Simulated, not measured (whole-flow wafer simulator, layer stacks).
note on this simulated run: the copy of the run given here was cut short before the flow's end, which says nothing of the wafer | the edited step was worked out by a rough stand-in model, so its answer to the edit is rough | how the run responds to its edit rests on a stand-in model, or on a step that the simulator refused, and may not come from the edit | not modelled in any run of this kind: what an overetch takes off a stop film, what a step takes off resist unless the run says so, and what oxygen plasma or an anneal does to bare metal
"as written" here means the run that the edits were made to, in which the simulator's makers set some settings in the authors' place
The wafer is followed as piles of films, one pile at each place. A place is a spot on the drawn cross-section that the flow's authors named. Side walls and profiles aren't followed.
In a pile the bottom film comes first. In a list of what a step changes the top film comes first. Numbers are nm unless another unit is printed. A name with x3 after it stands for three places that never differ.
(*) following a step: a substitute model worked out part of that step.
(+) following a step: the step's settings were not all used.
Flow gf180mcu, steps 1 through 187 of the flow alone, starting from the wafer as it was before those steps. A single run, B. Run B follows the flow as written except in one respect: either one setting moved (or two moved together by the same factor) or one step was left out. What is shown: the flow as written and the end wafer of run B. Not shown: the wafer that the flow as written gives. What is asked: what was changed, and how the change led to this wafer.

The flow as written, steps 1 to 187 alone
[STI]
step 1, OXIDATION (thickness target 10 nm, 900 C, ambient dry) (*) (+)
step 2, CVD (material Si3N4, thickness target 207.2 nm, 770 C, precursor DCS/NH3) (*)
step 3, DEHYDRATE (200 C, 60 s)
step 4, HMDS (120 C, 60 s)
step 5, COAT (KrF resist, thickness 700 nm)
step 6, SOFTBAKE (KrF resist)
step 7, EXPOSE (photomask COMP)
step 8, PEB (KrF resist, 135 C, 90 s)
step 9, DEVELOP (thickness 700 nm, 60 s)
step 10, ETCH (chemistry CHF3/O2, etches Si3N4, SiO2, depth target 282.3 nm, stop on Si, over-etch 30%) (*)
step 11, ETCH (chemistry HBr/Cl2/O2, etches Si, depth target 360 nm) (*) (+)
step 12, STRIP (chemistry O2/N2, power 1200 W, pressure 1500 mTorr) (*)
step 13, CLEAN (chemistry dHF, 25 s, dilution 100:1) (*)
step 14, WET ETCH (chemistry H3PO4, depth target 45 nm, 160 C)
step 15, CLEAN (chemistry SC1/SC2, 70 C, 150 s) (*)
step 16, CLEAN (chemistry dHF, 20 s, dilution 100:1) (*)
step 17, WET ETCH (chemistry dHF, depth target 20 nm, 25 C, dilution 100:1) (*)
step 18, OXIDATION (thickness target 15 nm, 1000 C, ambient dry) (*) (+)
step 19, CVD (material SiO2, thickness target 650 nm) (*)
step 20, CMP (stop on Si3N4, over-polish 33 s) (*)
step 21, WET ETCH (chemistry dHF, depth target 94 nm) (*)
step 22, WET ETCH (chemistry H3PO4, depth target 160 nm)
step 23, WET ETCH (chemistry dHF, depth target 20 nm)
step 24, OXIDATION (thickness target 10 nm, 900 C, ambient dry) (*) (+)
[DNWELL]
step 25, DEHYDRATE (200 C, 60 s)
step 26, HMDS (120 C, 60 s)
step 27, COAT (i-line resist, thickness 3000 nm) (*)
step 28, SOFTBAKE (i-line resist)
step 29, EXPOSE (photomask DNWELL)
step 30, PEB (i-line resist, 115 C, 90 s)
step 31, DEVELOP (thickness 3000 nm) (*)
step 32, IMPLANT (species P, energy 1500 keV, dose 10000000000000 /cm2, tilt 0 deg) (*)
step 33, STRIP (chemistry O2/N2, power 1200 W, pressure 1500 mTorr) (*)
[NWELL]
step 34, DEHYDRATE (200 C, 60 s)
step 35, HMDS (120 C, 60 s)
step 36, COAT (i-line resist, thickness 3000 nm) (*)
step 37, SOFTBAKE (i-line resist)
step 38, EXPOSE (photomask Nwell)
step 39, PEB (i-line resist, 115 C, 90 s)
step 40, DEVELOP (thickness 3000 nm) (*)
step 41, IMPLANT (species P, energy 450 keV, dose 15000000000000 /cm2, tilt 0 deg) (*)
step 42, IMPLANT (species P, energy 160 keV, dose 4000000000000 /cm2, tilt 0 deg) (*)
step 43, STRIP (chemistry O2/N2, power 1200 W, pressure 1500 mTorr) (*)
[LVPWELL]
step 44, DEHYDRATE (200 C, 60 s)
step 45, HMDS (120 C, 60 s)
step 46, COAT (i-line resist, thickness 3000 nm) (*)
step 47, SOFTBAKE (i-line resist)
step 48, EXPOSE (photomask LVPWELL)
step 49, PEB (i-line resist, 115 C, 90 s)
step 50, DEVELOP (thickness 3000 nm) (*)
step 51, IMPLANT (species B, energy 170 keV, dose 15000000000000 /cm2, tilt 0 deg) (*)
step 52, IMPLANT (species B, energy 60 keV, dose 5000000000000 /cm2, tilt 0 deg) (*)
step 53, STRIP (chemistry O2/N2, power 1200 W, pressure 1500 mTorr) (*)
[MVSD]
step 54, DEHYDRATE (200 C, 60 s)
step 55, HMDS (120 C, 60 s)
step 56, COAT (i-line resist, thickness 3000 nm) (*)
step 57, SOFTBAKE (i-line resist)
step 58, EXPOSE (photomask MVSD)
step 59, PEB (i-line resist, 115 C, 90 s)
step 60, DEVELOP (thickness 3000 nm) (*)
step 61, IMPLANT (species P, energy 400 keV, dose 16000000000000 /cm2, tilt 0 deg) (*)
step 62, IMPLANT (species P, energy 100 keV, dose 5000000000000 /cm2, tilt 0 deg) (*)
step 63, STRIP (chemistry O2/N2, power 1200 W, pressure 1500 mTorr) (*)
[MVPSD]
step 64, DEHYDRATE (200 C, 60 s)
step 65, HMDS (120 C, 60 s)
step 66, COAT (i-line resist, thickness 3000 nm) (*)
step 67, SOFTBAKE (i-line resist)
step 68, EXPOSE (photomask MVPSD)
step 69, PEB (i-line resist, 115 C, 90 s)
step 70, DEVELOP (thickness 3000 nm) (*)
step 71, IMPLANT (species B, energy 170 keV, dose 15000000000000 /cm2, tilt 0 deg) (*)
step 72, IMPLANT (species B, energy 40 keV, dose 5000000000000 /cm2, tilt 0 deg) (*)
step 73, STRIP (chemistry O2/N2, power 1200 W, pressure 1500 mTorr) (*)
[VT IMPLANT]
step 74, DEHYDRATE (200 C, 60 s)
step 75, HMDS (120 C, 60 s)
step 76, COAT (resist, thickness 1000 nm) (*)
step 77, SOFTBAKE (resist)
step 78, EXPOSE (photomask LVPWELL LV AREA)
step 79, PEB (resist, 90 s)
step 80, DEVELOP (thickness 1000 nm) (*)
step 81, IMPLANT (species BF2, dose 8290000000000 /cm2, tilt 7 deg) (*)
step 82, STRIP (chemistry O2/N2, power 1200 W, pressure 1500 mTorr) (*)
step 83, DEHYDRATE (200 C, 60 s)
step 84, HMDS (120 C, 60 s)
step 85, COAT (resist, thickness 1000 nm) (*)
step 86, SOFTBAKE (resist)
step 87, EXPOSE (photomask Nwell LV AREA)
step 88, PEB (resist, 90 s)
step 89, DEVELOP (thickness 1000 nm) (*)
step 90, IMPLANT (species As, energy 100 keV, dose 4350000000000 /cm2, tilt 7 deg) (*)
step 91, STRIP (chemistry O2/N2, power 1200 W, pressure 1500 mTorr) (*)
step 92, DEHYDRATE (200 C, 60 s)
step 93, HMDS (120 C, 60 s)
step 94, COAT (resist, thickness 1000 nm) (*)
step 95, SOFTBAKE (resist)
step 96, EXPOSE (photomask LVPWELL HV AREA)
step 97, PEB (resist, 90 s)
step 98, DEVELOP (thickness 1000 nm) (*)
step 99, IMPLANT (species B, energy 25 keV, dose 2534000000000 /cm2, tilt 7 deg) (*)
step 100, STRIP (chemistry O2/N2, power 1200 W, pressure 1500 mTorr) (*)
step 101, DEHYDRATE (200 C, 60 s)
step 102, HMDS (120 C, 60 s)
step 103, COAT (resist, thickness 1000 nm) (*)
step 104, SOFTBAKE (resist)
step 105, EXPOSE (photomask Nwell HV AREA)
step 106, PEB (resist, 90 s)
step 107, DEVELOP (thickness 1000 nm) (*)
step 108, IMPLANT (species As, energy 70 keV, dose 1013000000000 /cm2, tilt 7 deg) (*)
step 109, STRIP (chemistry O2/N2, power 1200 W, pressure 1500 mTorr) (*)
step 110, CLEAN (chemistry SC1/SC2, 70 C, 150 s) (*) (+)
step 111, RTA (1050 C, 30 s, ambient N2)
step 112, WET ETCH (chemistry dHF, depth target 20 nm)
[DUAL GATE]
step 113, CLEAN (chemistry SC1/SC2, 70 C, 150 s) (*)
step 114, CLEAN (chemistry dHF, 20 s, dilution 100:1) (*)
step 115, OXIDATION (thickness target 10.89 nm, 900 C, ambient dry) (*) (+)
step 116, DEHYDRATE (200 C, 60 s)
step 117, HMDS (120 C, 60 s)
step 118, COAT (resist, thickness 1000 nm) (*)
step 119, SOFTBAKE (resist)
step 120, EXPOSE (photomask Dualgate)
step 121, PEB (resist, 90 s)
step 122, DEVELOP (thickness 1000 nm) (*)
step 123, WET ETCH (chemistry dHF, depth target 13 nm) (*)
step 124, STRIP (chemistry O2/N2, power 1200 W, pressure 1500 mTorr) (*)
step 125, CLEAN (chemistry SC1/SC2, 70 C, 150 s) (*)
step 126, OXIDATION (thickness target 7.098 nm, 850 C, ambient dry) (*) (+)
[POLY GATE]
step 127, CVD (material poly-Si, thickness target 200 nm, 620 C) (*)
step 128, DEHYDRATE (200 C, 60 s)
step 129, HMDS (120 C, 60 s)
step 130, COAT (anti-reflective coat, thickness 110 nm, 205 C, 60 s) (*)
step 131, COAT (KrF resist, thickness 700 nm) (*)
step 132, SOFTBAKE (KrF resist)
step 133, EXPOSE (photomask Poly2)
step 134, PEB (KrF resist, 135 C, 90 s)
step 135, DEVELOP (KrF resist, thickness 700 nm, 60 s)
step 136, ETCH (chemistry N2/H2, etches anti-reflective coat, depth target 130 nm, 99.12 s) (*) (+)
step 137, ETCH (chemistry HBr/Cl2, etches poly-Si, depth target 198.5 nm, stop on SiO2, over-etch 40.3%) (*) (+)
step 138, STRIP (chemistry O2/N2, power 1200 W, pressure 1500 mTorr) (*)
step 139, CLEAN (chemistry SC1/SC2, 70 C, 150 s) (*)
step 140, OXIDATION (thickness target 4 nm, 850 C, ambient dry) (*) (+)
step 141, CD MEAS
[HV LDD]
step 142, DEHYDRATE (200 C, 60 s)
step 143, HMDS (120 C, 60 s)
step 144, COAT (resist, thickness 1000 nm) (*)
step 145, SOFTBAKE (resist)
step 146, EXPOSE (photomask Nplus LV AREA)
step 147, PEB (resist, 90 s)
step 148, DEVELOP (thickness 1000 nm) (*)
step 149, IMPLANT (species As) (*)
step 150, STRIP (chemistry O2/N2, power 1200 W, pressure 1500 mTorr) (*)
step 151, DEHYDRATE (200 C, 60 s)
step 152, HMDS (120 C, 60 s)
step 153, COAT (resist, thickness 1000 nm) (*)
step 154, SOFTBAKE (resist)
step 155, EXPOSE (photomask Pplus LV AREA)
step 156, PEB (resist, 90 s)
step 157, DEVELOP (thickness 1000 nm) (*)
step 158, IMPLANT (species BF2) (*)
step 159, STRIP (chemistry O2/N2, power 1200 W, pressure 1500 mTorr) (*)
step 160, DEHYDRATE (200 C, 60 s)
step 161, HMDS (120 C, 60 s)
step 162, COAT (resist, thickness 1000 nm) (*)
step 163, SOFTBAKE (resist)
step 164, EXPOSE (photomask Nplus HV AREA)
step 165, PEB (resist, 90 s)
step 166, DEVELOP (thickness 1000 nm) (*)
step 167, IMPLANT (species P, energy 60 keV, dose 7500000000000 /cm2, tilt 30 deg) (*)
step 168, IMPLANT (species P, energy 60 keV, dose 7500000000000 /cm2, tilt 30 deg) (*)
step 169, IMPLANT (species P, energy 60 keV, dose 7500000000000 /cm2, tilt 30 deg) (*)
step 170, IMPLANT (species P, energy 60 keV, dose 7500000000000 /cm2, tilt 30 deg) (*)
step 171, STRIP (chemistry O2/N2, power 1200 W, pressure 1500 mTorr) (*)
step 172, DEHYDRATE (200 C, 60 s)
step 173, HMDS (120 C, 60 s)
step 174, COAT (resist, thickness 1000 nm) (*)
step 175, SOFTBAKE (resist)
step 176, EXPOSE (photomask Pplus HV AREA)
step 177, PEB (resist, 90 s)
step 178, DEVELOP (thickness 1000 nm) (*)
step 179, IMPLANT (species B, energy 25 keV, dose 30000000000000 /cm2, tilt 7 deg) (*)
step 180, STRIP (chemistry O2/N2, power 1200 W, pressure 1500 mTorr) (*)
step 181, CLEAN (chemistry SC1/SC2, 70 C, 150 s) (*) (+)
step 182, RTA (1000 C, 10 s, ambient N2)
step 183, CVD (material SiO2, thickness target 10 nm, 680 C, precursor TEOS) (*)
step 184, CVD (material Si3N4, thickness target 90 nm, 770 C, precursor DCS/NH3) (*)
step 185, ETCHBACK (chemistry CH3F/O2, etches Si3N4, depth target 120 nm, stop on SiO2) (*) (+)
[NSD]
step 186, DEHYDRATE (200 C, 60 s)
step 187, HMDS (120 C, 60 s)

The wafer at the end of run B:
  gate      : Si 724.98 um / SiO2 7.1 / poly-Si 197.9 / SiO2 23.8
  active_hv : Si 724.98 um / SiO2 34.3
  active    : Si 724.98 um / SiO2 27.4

What caused this: step 183, CVD: 715 C was run, while the flow as written has 680 C.

The path from the change to this, step by step:
  step 183, CVD (material SiO2, thickness target 10 nm, 680 C, precursor TEOS) (*)
      field, field__w1, field__w2 and 99 more: +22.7 SiO2 (it would be, as written: +10 SiO2)
      ld_drift_p: +22.4 SiO2 (it would be, as written: +9.87 SiO2)
      (and at 1 other place as well)
